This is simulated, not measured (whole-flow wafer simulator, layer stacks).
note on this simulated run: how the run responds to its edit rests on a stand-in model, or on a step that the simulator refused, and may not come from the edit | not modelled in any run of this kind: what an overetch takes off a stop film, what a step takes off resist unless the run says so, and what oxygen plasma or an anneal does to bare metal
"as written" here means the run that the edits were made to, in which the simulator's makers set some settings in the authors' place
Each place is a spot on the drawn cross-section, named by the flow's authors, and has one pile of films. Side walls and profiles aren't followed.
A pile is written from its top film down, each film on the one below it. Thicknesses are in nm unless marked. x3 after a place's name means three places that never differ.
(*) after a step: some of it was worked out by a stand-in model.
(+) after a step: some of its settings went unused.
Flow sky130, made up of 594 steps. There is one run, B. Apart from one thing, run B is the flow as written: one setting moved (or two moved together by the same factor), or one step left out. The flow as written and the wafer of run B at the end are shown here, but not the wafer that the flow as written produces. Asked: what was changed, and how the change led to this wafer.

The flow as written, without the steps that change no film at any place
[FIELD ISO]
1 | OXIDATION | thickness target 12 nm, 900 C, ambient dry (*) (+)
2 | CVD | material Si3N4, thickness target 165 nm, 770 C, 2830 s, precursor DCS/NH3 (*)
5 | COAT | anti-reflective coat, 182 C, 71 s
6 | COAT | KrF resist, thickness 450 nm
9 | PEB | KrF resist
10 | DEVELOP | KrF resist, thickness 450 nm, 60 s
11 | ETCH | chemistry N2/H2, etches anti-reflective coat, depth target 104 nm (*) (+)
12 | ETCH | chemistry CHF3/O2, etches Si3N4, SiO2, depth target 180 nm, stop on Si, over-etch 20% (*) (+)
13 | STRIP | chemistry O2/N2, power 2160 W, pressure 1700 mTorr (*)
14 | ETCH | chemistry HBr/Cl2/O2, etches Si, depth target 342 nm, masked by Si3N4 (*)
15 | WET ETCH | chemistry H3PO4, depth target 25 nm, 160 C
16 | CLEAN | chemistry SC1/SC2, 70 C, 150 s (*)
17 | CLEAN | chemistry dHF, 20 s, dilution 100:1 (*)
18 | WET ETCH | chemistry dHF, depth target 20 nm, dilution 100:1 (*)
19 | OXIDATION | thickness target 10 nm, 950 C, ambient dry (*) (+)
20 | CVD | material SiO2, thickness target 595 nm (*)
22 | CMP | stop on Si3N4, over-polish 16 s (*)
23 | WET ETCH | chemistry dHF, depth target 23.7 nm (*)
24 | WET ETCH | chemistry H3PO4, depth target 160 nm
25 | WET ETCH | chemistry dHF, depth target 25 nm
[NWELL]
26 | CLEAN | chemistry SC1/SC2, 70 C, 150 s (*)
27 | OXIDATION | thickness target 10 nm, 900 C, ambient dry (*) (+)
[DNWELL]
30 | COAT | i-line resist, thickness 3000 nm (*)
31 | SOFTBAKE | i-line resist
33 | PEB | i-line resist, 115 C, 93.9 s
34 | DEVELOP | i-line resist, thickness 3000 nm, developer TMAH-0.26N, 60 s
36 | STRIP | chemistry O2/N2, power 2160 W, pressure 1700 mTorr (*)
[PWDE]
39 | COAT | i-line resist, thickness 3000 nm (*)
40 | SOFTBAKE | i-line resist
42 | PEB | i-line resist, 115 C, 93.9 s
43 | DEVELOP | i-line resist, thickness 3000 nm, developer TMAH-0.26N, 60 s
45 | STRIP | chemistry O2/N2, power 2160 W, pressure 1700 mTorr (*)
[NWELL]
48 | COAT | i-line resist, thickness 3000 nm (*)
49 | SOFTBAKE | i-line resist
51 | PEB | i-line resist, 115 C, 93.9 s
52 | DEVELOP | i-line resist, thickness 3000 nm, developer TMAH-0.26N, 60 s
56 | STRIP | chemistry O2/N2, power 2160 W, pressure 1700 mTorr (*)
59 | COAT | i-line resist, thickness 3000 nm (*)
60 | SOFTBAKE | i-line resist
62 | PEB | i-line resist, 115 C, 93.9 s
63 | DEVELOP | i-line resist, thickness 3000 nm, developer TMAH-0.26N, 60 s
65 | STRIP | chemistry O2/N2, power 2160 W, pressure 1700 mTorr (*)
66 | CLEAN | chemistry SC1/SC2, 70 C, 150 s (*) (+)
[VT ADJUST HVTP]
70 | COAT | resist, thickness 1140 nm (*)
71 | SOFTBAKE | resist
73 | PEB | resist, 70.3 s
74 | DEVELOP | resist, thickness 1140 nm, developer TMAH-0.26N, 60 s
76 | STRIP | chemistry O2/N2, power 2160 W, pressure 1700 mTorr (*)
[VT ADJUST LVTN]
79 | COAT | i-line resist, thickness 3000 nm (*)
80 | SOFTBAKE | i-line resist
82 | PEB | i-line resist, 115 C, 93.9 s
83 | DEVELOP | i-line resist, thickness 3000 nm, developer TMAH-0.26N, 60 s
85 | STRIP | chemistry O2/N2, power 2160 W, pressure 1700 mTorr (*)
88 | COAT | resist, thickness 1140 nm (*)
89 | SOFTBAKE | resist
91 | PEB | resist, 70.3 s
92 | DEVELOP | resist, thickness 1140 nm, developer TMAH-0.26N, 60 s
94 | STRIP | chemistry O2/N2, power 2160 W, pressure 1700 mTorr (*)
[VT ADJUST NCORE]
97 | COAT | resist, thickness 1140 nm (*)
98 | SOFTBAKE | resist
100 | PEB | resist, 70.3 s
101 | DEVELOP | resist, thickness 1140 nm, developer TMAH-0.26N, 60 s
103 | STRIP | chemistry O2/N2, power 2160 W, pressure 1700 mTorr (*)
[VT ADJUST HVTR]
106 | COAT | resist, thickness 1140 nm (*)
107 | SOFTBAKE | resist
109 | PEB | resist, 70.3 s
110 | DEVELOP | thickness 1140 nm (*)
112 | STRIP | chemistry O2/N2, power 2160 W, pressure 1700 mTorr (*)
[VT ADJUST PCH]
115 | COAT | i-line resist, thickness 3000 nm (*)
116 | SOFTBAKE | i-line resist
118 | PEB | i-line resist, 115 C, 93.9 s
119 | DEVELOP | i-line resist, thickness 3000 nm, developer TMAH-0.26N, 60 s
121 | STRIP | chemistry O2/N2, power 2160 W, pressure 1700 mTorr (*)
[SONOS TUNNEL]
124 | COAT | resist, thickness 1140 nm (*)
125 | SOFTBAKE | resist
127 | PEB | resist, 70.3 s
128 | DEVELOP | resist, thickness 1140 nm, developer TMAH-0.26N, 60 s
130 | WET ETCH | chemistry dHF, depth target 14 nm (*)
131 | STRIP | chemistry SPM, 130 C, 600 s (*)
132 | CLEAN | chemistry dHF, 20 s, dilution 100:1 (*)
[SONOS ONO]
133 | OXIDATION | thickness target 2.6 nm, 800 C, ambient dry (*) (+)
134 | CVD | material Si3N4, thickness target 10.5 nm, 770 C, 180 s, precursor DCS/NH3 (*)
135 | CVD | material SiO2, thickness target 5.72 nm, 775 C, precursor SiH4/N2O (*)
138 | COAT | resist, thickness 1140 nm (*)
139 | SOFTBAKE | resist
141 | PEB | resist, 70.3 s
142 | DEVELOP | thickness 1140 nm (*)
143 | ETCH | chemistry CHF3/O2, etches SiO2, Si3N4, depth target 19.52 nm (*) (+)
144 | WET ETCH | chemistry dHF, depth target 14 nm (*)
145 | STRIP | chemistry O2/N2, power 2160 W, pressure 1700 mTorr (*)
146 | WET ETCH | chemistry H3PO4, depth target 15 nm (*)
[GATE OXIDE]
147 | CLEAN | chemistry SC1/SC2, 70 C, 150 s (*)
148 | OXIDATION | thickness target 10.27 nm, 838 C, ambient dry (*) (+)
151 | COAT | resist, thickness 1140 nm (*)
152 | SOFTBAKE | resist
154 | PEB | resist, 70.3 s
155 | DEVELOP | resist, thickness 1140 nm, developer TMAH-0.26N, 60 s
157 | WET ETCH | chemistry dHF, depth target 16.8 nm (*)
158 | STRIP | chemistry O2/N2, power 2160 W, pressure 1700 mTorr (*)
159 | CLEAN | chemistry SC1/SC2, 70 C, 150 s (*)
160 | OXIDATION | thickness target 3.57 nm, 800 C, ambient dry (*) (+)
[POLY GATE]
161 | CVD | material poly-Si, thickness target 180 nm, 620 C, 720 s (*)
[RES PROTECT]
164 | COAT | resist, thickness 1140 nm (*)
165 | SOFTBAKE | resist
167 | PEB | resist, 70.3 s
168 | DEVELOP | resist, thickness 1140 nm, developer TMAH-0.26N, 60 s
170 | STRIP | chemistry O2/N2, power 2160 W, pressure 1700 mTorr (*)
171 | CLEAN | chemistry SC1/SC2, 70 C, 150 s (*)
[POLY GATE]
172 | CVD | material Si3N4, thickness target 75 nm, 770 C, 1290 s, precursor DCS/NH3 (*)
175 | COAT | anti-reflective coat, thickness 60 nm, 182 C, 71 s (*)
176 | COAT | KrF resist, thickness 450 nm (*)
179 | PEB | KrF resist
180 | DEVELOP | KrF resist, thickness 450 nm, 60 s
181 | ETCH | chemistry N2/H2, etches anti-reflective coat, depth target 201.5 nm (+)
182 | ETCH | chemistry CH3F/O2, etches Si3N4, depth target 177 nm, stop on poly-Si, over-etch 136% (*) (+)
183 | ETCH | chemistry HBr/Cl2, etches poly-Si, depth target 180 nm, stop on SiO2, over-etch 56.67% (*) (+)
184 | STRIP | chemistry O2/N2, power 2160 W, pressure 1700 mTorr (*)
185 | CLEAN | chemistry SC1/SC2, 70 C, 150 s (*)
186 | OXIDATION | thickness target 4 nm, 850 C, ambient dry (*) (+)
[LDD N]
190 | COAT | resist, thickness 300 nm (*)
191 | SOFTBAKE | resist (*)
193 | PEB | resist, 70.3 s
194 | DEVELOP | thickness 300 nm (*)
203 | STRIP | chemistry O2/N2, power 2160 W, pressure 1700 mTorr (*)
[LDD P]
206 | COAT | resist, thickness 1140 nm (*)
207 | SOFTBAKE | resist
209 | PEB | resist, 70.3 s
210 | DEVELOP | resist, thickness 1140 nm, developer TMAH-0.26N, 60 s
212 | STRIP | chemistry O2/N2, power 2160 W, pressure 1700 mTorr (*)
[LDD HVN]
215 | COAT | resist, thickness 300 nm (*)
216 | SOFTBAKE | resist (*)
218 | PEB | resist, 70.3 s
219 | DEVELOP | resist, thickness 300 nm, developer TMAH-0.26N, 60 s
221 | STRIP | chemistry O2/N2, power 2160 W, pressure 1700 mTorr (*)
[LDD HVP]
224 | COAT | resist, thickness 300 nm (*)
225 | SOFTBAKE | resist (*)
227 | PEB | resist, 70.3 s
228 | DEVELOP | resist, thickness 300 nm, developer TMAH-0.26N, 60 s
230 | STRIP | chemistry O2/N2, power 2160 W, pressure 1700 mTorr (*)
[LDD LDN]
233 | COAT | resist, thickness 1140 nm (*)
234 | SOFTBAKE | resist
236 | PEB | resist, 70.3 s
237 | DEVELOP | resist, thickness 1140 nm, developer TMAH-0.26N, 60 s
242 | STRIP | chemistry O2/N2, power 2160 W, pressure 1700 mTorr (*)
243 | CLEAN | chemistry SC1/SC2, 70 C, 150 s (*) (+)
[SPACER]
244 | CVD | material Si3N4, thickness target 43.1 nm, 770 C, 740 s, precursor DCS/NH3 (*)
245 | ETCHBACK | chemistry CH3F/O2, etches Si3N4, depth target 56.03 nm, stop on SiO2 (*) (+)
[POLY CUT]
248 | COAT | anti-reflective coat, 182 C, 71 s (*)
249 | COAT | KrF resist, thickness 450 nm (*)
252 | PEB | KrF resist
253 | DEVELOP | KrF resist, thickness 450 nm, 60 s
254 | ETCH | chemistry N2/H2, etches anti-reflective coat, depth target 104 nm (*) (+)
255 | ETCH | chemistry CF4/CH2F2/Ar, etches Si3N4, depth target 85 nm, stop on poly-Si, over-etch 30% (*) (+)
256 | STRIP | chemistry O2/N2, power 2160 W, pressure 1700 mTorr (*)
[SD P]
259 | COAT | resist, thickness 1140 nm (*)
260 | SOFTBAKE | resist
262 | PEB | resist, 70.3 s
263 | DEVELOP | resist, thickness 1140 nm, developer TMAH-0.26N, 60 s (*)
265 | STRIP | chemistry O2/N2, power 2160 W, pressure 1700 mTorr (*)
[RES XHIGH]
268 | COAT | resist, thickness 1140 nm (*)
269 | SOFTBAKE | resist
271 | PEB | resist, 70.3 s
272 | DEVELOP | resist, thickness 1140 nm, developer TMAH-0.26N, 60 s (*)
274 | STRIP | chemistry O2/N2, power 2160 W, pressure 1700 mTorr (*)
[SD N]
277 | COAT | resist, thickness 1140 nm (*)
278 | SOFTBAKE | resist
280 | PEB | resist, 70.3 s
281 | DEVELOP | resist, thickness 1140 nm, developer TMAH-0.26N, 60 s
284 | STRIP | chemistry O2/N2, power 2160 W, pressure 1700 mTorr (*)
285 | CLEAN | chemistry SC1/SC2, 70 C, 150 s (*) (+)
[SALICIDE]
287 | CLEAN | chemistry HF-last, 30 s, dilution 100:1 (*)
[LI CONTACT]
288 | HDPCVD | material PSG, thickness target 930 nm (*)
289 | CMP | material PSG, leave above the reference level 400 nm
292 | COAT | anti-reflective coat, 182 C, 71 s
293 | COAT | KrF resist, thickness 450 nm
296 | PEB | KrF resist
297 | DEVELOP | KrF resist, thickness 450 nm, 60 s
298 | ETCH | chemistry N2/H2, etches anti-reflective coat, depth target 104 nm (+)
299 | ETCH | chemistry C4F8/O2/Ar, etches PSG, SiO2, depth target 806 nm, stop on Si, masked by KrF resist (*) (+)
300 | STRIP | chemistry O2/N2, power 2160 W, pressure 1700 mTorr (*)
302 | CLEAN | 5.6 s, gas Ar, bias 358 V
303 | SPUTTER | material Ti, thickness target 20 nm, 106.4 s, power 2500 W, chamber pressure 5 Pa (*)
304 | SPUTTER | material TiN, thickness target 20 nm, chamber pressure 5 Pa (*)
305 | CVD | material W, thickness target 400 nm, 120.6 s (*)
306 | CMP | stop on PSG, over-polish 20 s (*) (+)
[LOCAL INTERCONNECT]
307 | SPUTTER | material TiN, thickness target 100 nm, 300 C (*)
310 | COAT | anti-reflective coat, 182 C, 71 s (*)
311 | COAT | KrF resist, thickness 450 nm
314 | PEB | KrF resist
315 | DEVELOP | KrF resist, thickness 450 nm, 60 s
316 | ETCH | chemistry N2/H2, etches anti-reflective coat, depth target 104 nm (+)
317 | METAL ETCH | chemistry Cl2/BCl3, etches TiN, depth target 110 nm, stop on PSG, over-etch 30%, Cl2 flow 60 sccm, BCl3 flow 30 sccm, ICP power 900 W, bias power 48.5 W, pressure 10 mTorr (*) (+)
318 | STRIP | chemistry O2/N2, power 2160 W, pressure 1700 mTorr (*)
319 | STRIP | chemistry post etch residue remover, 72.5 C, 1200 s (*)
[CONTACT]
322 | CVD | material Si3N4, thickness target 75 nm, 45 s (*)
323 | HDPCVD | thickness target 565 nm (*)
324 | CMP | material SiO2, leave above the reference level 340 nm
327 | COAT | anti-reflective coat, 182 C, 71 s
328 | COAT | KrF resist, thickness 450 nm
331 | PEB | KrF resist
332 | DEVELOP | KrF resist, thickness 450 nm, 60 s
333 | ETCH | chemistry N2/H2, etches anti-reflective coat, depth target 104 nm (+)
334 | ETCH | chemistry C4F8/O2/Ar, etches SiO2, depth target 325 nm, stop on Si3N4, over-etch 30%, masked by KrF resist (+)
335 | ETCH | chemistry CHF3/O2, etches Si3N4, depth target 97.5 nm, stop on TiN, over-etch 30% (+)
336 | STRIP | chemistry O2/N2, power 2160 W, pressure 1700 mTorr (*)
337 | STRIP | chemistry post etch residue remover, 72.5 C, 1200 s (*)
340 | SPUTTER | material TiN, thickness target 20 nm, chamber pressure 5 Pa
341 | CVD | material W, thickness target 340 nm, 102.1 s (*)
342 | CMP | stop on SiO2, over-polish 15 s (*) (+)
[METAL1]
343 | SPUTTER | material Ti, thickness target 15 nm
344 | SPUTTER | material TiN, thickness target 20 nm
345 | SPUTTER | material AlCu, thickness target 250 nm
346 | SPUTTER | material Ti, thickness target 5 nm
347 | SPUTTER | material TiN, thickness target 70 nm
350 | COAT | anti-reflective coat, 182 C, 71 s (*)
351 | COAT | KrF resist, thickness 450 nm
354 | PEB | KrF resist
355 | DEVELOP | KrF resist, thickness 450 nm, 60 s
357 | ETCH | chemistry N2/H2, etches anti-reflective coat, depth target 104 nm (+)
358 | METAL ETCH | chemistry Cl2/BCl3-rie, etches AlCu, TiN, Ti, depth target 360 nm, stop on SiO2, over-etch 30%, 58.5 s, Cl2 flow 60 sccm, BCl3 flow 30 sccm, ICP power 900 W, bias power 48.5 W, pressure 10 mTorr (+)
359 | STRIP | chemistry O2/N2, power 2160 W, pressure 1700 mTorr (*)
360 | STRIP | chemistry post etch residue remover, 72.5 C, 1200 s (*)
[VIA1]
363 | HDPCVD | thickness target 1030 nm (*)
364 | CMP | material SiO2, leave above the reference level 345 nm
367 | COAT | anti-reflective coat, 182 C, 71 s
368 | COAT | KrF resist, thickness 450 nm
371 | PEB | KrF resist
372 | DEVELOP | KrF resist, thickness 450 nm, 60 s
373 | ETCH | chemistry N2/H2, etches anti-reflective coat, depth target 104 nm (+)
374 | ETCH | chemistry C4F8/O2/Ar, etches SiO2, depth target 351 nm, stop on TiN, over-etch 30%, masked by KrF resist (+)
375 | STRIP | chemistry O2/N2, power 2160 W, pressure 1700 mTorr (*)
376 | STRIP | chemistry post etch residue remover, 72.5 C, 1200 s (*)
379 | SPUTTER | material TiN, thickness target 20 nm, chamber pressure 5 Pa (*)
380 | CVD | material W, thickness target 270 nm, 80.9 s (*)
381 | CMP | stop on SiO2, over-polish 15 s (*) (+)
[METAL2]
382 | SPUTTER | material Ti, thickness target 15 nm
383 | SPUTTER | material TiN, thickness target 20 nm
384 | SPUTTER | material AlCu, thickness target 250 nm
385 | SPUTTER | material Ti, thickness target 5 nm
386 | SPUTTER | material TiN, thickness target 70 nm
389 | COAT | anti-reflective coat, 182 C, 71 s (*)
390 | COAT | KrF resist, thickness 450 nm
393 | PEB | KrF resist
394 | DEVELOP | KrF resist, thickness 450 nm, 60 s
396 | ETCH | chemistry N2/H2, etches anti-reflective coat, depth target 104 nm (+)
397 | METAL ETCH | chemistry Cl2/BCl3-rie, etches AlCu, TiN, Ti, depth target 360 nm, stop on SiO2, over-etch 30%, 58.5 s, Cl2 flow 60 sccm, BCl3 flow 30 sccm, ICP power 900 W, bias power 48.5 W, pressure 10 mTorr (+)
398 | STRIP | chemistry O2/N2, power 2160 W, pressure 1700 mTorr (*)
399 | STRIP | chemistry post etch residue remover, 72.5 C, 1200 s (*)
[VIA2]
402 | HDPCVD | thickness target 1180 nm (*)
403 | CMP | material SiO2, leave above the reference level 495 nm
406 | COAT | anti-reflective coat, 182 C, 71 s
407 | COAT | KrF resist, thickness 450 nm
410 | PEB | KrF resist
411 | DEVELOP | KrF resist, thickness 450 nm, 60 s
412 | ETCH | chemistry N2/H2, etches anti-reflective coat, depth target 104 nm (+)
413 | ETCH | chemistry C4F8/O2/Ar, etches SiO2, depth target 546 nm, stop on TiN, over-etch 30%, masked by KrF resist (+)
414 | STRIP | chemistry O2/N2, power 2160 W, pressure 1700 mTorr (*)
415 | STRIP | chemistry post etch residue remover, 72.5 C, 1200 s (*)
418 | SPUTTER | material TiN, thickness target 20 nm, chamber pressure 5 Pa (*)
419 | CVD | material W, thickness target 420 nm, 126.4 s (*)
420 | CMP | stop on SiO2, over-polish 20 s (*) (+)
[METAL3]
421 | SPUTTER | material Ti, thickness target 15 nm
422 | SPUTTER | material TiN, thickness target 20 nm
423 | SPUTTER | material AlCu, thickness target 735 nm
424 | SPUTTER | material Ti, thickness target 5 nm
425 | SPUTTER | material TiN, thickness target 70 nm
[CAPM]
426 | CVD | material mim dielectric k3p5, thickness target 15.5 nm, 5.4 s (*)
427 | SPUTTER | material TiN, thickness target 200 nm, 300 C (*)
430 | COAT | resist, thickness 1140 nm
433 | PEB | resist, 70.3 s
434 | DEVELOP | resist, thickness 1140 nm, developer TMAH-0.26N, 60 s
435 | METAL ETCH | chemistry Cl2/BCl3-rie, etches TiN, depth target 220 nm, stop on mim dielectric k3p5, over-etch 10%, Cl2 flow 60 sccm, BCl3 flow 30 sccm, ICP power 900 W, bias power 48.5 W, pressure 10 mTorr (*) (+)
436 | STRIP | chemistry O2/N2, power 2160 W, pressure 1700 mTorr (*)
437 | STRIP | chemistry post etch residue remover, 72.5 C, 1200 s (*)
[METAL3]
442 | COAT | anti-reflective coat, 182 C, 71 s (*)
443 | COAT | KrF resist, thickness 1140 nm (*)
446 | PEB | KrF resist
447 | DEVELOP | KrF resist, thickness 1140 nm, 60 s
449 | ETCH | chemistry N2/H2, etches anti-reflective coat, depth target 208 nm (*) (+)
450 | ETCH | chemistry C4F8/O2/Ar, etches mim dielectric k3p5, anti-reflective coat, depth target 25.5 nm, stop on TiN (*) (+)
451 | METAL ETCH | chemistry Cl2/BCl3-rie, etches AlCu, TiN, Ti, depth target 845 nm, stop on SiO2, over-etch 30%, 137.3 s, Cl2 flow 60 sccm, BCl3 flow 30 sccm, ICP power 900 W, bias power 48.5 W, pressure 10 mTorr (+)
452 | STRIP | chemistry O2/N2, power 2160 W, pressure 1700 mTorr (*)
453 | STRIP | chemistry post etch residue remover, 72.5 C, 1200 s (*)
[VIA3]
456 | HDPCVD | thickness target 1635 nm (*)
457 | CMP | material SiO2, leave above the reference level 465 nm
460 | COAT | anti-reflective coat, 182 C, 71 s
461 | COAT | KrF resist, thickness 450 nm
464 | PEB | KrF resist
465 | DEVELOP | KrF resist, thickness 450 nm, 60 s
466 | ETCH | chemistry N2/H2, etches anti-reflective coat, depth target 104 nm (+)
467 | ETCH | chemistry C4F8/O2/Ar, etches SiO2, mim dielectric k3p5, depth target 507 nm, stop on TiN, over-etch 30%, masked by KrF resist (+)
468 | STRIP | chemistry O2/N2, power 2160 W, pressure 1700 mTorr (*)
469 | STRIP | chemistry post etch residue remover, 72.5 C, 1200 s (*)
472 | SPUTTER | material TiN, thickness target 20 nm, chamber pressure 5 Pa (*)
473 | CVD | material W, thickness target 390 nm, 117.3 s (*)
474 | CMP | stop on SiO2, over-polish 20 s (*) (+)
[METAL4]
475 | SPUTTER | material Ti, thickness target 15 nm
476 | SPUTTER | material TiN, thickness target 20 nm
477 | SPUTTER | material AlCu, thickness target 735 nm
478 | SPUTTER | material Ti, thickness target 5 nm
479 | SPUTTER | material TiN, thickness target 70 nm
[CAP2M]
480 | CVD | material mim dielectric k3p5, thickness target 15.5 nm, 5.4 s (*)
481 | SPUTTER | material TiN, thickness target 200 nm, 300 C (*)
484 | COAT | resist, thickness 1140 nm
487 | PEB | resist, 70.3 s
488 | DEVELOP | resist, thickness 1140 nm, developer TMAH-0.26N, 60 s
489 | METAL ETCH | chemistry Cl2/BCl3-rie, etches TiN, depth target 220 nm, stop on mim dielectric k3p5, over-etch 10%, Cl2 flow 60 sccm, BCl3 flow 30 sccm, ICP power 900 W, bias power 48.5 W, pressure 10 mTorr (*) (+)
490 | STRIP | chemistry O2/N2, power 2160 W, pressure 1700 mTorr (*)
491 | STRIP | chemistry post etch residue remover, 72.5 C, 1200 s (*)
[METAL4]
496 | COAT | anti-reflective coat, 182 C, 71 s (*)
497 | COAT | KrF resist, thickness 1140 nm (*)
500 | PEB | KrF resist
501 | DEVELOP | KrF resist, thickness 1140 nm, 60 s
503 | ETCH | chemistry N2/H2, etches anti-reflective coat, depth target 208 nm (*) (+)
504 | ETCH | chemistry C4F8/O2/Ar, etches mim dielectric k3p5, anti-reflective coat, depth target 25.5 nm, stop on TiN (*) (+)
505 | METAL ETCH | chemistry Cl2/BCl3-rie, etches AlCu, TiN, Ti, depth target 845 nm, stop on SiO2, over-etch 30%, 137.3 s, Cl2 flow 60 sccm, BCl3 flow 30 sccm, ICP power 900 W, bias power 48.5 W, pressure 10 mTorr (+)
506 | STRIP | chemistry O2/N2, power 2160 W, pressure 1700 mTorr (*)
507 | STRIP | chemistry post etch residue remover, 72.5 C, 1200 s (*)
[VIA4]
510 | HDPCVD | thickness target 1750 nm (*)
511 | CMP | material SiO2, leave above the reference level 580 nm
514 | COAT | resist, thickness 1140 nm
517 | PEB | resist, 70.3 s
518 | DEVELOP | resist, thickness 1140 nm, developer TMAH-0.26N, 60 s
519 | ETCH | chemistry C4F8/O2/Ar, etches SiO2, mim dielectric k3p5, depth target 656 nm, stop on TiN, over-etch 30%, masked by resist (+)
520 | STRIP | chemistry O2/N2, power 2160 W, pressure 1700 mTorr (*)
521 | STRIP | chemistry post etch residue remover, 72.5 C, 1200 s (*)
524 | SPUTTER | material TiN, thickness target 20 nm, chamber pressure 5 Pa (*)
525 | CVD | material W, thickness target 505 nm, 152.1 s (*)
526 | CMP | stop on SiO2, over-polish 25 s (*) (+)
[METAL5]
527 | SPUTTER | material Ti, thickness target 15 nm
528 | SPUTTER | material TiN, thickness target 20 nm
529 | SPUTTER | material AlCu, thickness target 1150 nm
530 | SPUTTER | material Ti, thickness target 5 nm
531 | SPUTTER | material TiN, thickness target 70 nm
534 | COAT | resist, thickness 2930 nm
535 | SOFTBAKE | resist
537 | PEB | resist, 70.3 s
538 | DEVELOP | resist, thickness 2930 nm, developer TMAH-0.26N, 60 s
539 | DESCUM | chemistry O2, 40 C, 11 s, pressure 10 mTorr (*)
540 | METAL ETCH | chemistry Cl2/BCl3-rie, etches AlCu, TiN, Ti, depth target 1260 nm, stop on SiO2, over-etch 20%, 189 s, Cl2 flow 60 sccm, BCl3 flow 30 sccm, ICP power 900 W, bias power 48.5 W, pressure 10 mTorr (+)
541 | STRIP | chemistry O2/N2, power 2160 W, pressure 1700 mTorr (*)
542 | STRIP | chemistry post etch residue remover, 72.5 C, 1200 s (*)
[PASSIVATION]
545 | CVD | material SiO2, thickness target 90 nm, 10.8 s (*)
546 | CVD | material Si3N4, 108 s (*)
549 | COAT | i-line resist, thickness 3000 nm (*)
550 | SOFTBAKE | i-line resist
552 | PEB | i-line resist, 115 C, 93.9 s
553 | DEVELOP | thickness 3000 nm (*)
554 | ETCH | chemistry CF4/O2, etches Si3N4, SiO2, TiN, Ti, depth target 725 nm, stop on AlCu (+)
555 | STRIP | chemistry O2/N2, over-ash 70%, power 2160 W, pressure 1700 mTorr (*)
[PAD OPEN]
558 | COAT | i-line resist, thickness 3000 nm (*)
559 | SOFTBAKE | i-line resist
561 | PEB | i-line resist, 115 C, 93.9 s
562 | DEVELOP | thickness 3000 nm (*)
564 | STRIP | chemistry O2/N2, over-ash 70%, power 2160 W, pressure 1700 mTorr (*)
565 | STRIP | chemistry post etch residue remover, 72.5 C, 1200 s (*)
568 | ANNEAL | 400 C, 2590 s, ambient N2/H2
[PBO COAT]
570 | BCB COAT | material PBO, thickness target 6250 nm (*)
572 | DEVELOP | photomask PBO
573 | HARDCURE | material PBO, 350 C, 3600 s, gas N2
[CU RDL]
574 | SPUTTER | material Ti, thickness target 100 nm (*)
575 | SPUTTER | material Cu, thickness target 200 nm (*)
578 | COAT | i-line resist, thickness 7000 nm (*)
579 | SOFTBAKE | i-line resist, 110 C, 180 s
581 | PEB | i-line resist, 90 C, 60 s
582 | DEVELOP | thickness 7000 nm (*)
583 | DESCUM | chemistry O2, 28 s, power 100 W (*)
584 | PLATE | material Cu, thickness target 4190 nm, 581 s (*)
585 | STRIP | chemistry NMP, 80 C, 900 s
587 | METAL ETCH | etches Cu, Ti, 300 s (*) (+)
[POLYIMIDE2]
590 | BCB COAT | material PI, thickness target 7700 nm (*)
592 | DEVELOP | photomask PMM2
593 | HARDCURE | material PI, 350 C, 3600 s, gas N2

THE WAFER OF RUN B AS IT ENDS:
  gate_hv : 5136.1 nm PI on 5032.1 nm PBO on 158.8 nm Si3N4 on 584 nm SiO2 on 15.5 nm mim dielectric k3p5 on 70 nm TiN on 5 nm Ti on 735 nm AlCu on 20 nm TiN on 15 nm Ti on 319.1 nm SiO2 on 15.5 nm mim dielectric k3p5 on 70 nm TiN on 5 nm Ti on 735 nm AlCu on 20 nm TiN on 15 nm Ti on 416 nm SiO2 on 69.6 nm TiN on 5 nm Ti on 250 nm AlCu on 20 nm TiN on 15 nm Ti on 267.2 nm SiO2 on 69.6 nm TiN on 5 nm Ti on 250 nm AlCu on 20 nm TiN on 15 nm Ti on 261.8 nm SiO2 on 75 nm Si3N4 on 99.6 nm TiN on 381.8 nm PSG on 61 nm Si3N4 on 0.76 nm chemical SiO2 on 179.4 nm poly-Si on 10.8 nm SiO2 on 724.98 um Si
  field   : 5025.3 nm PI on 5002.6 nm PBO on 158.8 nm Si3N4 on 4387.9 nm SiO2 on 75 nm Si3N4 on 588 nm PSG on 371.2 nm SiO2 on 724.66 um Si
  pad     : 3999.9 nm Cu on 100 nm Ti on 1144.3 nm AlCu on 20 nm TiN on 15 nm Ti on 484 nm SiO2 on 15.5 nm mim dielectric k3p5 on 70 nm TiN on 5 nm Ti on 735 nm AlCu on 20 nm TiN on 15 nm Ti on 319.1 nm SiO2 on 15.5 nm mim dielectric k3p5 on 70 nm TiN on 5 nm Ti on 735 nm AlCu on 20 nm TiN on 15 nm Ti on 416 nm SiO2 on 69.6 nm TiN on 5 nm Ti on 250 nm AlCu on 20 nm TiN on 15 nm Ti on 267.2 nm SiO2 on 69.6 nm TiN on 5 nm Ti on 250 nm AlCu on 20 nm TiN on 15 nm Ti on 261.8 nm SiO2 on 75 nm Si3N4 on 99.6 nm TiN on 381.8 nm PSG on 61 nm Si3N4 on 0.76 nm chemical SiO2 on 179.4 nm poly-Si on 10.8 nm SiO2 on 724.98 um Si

Cause: step 457, CMP: leave above the reference level 414 nm was run, whereas the flow has leave above the reference level 465 nm.

Step by step, how the change led to this:
  457 | CMP | material SiO2, leave above the reference level 465 nm
      n_well, p_well, gate_hv and 99 more: SiO2 loses 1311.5 (as written it would have been: SiO2 loses 1260.5)
      field, active, gate and 82 more: SiO2 loses 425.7 (as written it would have been: SiO2 loses 374.7)
      (as well as at 5 more places)
  467 | ETCH | chemistry C4F8/O2/Ar, etches SiO2, mim dielectric k3p5, depth target 507 nm, stop on TiN, over-etch 30%, masked by KrF resist (+)
      field, active, n_well and 187 more: KrF resist loses 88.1 (as written it would have been: KrF resist loses 101.4)
      m1: SiO2 loses 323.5 (all of it), mim dielectric k3p5 loses 15.5 (all of it) (as written it would have been: SiO2 loses 374.5 (all of it), mim dielectric k3p5 loses 15.5 (all of it))
      (as well as at 1 more place)
  468 | STRIP | chemistry O2/N2, power 2160 W, pressure 1700 mTorr (*)
      field, active, n_well and 187 more: KrF resist loses 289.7 (all of it), anti-reflective coat loses 80 (all of it) (as written it would have been: KrF resist loses 276.4 (all of it), anti-reflective coat loses 80 (all of it))
  472 | SPUTTER | material TiN, thickness target 20 nm, chamber pressure 5 Pa (*)
      m1, via3_hole: TiN gains 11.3 (as written it would have been: TiN gains 10.6)
  473 | CVD | material W, thickness target 390 nm, 117.3 s (*)
      m1: W gains 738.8 (new film) (as written it would have been: W gains 790.5 (new film))
      via3_hole: W gains 738.1 (new film) (as written it would have been: W gains 789.9 (new film))
